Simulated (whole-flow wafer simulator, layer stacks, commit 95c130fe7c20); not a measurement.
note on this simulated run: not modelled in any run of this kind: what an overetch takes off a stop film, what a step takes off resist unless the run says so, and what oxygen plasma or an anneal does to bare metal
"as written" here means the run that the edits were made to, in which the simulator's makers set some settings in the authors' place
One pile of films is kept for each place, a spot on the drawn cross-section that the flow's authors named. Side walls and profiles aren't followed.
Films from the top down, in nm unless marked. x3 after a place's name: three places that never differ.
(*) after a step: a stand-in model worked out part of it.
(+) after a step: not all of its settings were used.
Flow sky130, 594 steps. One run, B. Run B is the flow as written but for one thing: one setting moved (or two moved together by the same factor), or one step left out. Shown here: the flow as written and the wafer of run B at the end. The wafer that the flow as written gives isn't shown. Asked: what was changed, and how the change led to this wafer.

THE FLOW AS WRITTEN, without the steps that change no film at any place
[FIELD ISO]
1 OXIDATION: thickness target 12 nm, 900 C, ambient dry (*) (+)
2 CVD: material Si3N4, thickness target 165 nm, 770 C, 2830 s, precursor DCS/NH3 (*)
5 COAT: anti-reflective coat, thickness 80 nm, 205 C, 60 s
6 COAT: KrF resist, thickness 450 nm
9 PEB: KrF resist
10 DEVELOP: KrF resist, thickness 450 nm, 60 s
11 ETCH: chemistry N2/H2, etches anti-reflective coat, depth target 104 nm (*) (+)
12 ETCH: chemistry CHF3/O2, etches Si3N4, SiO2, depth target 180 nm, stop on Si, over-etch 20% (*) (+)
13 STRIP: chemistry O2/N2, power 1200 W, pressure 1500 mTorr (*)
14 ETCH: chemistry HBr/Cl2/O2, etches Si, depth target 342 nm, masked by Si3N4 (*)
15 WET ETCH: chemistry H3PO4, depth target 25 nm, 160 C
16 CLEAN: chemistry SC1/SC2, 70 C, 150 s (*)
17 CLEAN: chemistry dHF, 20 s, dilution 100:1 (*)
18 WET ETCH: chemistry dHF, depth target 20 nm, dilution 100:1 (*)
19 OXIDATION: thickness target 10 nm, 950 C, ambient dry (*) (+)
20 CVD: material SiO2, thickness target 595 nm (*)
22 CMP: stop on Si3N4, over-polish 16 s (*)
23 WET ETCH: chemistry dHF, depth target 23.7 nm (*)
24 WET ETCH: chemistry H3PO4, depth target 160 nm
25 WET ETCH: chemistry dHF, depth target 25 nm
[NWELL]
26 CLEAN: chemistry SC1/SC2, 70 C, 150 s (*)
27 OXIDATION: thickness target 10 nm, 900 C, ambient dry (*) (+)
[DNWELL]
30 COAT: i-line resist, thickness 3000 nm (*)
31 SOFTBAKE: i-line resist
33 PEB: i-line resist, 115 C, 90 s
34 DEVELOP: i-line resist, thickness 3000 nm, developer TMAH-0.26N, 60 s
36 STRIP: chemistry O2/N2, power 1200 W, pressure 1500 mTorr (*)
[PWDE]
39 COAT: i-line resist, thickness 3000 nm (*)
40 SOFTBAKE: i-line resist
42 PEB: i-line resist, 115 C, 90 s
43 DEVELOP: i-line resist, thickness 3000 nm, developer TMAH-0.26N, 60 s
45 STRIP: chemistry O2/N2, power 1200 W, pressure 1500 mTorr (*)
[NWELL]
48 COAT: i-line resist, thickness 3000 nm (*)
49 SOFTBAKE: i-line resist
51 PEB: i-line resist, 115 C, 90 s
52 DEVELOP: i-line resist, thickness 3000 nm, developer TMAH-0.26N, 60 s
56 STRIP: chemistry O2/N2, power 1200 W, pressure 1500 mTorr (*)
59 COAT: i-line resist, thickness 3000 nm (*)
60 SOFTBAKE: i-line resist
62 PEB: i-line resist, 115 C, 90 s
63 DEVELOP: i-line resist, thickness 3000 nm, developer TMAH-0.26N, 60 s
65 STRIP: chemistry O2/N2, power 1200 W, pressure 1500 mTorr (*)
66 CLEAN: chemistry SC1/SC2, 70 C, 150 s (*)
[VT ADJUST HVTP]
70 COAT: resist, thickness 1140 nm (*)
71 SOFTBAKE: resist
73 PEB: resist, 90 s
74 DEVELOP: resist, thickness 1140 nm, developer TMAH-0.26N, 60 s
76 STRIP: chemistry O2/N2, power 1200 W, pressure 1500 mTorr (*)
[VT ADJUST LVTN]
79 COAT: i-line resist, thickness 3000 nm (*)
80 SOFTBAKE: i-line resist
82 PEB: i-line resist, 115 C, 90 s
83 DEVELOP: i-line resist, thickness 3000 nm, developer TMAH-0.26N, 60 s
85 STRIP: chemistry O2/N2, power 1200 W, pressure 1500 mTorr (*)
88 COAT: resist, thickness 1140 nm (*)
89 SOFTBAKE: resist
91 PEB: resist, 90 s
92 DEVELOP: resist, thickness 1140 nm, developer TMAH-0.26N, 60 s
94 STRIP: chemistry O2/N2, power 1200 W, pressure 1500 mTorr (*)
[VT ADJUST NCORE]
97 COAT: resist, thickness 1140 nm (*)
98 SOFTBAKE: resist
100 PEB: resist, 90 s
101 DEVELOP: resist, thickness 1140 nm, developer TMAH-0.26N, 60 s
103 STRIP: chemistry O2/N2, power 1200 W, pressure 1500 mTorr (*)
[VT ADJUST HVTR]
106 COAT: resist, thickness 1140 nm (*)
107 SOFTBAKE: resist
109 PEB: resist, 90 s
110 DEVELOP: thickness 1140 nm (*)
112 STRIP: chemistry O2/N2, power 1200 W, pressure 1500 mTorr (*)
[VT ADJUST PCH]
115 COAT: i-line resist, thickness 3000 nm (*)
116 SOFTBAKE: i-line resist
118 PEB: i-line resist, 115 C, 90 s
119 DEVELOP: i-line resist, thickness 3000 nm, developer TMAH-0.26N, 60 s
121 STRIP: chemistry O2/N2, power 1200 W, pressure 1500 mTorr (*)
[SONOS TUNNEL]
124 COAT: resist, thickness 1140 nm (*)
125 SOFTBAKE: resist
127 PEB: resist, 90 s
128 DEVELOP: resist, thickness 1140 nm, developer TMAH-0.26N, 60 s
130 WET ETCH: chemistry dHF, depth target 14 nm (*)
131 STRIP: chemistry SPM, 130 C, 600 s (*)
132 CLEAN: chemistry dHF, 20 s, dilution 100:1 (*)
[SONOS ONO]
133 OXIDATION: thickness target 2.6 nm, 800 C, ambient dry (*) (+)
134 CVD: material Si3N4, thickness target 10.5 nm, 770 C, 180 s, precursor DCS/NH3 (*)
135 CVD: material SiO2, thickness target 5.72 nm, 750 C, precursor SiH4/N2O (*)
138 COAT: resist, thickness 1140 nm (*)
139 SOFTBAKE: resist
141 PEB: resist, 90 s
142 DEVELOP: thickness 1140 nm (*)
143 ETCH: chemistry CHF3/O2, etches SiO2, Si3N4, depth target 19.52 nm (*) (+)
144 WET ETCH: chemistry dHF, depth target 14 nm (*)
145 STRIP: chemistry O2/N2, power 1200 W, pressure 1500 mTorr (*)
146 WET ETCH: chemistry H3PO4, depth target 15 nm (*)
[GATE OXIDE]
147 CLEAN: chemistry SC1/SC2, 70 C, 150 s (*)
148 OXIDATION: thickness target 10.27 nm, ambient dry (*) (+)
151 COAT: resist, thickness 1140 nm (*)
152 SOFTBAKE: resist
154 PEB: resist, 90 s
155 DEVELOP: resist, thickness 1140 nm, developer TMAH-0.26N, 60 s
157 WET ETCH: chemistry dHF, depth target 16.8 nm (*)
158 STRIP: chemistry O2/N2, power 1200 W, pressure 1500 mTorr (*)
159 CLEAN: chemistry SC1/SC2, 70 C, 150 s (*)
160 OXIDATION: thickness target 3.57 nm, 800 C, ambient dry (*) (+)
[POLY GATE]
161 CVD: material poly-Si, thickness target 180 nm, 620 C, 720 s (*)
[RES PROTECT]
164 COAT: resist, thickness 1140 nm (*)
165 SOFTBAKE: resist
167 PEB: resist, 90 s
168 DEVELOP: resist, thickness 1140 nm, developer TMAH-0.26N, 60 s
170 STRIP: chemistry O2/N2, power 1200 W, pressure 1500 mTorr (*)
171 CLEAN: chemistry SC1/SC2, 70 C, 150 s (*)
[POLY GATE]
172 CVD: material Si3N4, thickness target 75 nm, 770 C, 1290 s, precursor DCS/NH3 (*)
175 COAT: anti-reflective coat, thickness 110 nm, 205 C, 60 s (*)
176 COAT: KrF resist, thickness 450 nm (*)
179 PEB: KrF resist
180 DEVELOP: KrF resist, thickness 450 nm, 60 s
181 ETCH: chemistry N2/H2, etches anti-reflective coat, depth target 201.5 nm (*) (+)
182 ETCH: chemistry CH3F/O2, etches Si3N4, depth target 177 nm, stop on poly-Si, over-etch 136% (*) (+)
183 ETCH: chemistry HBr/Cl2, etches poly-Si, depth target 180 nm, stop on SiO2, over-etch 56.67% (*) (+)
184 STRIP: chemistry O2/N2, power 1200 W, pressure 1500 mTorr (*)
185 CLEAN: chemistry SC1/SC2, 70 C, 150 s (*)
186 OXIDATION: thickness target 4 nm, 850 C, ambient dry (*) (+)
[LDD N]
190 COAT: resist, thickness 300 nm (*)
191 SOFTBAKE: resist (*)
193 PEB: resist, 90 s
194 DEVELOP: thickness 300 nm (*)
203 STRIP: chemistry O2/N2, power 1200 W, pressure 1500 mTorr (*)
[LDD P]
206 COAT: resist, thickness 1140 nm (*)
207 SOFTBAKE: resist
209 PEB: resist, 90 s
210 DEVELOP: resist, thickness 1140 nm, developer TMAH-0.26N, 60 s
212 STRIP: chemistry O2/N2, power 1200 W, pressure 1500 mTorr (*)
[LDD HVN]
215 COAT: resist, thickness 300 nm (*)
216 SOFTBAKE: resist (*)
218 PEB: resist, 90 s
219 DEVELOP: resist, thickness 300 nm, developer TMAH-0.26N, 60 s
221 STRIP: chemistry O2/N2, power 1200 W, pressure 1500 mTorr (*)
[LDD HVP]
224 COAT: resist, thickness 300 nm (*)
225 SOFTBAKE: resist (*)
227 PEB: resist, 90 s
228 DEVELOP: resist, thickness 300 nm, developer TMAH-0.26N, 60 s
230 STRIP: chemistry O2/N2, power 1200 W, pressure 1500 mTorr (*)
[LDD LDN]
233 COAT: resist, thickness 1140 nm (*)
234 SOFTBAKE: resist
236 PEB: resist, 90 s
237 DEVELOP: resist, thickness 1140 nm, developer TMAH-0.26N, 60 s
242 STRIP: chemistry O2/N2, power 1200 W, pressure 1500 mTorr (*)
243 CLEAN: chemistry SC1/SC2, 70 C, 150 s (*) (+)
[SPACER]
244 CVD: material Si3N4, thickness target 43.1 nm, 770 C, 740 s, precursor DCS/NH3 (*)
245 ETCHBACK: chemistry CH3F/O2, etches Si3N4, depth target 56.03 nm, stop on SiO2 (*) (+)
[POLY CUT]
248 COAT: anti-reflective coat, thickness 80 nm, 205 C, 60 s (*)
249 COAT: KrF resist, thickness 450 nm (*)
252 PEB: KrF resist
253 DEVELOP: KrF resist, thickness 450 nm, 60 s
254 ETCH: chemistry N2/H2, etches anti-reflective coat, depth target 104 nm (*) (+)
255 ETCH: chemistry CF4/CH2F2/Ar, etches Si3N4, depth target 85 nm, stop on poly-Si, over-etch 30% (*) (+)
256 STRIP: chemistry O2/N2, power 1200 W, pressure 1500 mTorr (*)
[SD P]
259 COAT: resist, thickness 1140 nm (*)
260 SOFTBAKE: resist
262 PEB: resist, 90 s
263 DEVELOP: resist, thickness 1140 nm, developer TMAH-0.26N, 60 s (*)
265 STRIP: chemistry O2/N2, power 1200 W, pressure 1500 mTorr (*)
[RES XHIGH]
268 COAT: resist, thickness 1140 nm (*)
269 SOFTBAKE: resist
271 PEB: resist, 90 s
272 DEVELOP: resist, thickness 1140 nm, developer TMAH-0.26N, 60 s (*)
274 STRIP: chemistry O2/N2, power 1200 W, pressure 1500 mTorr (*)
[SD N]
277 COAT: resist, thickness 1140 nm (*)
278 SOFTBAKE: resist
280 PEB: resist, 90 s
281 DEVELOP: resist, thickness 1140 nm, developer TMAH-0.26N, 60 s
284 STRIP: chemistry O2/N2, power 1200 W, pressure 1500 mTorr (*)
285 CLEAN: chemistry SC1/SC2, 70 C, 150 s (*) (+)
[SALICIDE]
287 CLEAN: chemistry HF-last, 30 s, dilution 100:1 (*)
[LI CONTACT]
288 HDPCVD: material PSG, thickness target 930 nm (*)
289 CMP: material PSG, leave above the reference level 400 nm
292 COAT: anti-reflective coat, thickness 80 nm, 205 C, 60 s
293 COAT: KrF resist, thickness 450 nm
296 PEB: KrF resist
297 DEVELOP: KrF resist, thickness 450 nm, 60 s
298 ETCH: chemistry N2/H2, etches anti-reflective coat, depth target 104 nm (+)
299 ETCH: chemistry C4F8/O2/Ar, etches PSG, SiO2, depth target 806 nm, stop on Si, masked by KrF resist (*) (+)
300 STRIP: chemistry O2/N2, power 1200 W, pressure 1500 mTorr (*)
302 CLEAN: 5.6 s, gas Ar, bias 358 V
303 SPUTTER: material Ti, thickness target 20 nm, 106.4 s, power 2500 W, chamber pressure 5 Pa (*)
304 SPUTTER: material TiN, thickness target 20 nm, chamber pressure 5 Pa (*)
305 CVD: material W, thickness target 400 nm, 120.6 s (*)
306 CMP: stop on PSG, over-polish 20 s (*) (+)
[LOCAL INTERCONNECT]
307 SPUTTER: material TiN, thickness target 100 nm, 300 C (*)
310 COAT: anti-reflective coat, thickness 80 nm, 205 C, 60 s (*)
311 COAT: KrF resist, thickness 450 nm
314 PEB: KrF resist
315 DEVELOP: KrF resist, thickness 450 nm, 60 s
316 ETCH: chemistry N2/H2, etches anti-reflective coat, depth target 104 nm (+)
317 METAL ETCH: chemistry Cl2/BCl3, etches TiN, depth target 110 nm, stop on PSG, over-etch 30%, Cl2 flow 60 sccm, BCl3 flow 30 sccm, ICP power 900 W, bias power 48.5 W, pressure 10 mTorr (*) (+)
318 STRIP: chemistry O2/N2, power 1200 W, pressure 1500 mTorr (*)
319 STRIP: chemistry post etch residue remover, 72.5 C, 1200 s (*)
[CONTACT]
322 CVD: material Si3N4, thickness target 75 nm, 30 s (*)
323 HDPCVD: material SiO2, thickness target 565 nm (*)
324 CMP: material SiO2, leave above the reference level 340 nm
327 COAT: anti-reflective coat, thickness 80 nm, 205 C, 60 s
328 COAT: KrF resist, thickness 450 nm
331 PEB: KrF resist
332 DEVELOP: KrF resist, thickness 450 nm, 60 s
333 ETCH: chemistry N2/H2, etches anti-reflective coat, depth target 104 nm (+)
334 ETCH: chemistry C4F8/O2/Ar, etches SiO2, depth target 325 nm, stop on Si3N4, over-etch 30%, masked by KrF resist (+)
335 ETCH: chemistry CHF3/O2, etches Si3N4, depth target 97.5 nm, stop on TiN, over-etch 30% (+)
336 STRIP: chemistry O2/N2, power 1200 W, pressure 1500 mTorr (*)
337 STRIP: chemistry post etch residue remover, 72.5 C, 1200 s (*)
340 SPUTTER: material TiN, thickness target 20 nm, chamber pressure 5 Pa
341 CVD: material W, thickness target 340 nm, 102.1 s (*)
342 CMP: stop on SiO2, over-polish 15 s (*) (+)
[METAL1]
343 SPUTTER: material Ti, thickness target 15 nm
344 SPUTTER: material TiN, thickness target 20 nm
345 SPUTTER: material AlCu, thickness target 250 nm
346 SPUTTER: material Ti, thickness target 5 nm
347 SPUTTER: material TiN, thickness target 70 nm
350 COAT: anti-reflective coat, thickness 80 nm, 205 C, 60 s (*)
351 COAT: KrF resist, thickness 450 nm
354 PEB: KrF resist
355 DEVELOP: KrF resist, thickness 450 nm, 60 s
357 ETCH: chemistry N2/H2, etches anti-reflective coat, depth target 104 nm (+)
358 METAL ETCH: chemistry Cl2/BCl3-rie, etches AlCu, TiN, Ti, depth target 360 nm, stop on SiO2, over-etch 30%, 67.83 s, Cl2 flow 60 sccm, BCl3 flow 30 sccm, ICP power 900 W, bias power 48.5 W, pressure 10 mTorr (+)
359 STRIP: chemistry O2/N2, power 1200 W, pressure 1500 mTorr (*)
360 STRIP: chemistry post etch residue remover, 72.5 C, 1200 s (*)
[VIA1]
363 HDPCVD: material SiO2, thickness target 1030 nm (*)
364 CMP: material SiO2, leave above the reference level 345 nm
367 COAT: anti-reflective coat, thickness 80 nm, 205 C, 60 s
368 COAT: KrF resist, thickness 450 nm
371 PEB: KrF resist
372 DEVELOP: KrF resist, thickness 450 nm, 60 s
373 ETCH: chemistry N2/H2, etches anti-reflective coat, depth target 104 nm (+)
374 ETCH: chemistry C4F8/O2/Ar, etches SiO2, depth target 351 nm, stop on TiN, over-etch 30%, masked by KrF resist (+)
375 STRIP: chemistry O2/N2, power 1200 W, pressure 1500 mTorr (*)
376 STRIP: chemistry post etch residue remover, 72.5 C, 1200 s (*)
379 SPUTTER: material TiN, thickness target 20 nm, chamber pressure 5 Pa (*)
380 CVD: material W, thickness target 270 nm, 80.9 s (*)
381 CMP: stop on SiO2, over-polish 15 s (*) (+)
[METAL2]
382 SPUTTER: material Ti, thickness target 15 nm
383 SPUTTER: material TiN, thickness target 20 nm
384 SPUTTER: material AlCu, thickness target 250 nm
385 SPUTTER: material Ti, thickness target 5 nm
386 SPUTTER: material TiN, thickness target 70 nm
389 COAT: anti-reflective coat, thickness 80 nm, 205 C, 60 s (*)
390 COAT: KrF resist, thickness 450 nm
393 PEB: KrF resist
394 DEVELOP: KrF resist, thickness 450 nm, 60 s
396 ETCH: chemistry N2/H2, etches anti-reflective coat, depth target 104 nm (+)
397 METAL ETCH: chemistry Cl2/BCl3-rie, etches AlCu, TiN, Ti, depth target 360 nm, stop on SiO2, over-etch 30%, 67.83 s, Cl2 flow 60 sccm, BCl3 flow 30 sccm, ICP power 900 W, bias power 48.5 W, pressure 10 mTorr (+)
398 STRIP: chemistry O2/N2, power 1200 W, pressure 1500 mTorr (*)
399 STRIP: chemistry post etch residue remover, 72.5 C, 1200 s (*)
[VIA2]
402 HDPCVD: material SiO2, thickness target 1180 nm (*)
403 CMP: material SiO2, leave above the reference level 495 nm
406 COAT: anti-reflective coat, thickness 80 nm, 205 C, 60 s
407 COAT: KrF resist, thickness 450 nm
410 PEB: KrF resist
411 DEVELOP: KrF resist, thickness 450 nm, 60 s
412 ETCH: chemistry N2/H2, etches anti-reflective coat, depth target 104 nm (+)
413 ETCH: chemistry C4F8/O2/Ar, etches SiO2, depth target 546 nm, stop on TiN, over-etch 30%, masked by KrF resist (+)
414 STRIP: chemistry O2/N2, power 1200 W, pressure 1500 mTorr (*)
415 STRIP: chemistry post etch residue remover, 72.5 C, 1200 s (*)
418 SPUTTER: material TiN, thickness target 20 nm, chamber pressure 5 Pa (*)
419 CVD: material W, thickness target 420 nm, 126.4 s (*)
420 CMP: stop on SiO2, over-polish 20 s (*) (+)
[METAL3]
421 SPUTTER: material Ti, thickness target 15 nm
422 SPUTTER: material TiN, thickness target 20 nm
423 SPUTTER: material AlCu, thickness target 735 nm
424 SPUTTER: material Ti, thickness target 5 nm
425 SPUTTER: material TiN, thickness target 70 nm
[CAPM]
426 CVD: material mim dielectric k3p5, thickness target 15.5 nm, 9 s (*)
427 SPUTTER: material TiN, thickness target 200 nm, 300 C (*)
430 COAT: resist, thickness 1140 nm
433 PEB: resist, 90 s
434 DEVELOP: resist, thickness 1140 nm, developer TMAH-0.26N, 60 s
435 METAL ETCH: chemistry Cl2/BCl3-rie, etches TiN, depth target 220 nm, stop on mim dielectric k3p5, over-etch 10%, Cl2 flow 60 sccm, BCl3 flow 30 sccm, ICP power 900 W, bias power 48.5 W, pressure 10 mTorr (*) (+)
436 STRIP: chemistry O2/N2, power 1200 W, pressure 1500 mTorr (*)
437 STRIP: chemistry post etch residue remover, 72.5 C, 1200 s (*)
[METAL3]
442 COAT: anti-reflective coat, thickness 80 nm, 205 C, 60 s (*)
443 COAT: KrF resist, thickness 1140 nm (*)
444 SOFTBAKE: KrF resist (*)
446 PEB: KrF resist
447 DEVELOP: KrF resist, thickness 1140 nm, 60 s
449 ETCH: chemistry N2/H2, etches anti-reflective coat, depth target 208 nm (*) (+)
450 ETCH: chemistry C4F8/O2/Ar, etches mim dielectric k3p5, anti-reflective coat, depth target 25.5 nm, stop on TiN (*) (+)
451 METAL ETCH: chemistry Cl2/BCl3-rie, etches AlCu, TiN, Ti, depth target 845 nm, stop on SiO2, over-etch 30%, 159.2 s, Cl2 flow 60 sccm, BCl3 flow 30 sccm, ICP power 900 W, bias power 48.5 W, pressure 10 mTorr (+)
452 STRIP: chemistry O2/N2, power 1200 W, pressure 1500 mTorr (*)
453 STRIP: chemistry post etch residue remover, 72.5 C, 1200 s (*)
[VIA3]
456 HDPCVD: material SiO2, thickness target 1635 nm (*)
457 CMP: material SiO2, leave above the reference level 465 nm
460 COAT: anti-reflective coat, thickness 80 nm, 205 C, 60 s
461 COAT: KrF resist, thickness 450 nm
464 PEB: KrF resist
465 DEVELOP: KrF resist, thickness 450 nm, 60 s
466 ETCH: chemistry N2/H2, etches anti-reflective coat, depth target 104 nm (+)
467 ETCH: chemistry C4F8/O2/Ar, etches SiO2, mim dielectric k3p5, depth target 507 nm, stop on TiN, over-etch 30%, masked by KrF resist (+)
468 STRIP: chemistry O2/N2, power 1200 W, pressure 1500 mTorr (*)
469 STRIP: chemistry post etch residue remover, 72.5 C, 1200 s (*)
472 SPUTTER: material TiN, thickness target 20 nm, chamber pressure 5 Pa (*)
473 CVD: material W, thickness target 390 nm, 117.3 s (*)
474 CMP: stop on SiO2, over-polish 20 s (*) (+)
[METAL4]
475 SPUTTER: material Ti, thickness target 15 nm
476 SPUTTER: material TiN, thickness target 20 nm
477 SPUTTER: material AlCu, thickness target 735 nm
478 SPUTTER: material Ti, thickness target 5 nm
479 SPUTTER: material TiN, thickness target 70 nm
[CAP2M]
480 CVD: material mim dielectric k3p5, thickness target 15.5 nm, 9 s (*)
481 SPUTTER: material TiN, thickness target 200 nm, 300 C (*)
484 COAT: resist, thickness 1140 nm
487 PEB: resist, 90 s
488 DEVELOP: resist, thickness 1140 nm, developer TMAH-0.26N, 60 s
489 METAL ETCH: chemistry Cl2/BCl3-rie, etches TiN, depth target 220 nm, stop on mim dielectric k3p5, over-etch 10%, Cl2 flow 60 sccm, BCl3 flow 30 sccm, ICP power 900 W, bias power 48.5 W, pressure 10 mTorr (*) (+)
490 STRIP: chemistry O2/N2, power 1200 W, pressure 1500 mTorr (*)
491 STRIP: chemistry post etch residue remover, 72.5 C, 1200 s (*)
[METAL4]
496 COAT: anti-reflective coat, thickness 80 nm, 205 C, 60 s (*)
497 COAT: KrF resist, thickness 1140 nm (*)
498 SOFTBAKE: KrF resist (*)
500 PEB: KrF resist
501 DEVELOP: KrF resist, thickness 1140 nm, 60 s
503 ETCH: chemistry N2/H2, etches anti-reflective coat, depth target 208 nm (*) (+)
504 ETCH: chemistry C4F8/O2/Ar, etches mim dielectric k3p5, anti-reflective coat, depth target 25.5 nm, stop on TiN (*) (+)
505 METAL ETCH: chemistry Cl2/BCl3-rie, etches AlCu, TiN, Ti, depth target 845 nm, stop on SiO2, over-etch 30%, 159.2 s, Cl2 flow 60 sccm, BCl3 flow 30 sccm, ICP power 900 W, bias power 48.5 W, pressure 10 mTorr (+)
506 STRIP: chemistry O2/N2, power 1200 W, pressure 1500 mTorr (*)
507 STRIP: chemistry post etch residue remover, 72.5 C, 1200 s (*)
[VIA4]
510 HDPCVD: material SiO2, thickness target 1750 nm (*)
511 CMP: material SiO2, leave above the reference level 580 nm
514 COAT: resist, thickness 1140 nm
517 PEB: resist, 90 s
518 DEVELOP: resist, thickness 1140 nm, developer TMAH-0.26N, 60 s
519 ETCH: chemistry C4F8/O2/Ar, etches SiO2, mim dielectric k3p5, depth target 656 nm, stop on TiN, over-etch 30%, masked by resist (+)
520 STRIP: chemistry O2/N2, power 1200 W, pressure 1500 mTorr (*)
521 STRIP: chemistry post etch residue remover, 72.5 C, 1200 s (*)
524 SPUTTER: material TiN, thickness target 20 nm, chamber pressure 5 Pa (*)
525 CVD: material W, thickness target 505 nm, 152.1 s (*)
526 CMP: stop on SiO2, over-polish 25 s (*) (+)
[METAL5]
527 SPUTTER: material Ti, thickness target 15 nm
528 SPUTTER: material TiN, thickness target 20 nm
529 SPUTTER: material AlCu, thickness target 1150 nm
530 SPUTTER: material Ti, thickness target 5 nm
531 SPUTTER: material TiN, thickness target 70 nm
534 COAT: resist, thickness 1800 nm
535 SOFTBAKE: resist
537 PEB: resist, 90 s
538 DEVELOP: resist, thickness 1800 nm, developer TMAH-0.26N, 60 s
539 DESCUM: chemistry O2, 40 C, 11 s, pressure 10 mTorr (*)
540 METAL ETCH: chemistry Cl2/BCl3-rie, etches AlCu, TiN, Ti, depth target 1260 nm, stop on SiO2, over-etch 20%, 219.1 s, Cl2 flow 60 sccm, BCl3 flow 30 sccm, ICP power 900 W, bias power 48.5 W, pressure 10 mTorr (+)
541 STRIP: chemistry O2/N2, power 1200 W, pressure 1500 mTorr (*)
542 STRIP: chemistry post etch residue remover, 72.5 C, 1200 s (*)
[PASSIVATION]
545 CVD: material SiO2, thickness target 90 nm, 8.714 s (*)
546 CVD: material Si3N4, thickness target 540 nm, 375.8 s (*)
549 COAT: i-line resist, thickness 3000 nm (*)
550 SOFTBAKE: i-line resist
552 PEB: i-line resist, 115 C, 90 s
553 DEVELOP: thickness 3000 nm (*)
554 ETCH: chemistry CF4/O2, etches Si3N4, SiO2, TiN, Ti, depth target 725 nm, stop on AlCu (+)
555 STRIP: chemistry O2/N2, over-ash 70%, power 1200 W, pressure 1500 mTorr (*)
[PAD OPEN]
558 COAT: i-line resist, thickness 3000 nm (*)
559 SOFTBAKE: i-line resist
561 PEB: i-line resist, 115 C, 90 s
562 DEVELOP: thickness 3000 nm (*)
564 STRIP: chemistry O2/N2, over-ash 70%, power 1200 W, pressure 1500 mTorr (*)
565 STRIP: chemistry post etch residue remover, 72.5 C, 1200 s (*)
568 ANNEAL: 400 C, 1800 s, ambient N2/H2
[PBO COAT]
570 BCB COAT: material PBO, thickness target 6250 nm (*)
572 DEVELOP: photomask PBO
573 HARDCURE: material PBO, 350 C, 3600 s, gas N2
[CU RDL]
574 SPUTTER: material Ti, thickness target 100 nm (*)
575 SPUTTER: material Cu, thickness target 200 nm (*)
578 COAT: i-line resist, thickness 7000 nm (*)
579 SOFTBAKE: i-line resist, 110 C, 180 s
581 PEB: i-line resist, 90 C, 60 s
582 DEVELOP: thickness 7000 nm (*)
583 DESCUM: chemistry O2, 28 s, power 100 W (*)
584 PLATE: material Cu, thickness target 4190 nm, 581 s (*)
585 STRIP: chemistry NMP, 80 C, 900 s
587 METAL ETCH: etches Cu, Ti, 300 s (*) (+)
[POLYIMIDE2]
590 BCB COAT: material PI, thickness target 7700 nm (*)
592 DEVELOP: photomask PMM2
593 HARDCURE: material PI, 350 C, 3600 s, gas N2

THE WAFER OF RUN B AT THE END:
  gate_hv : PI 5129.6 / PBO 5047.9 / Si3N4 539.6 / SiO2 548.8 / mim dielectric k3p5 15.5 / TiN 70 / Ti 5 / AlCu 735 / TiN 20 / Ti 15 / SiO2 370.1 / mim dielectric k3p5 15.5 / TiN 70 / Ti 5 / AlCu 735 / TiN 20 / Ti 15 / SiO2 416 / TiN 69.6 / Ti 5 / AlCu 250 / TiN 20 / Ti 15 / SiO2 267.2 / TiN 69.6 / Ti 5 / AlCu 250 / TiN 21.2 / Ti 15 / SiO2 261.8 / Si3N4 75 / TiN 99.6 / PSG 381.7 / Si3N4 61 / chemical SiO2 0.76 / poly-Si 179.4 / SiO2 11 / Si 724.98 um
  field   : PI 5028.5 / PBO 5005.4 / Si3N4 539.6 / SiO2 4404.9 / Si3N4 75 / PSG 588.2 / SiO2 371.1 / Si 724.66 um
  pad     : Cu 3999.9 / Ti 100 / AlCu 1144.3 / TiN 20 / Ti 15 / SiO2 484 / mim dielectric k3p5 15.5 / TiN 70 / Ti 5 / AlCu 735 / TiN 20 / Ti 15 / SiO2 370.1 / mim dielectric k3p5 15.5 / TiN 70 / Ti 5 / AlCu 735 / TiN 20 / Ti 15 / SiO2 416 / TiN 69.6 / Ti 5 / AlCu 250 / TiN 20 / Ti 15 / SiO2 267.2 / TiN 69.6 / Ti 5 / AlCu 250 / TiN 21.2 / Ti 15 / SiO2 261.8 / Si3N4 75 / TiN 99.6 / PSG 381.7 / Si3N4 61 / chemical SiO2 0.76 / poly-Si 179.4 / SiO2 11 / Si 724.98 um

The cause: step 344, SPUTTER: thickness target 21.2 nm was run, where the flow has thickness target 20 nm.
It can be read off the wafer: gate_hv has TiN 21.2, and step 344 as written asks for 20 nm.

How the change led to this, step by step:
  344 SPUTTER: material TiN, thickness target 20 nm
      field, active, n_well and 188 more: TiN +21.2 (new film) (as written it would be: TiN +20 (new film))
  358 METAL ETCH: chemistry Cl2/BCl3-rie, etches AlCu, TiN, Ti, depth target 360 nm, stop on SiO2, over-etch 30%, 67.83 s, Cl2 flow 60 sccm, BCl3 flow 30 sccm, ICP power 900 W, bias power 48.5 W, pressure 10 mTorr (+)
      field, active, gate and 81 more: TiN -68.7 (all of it), Ti -5 (all of it), AlCu -250 (all of it), TiN -21.2 (all of it), Ti -15 (all of it), SiO2 -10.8 (as written it would be: TiN -68.7 (all of it), Ti -5 (all of it), AlCu -250 (all of it), TiN -20 (all of it), Ti -15 (all of it), SiO2 -10.9)
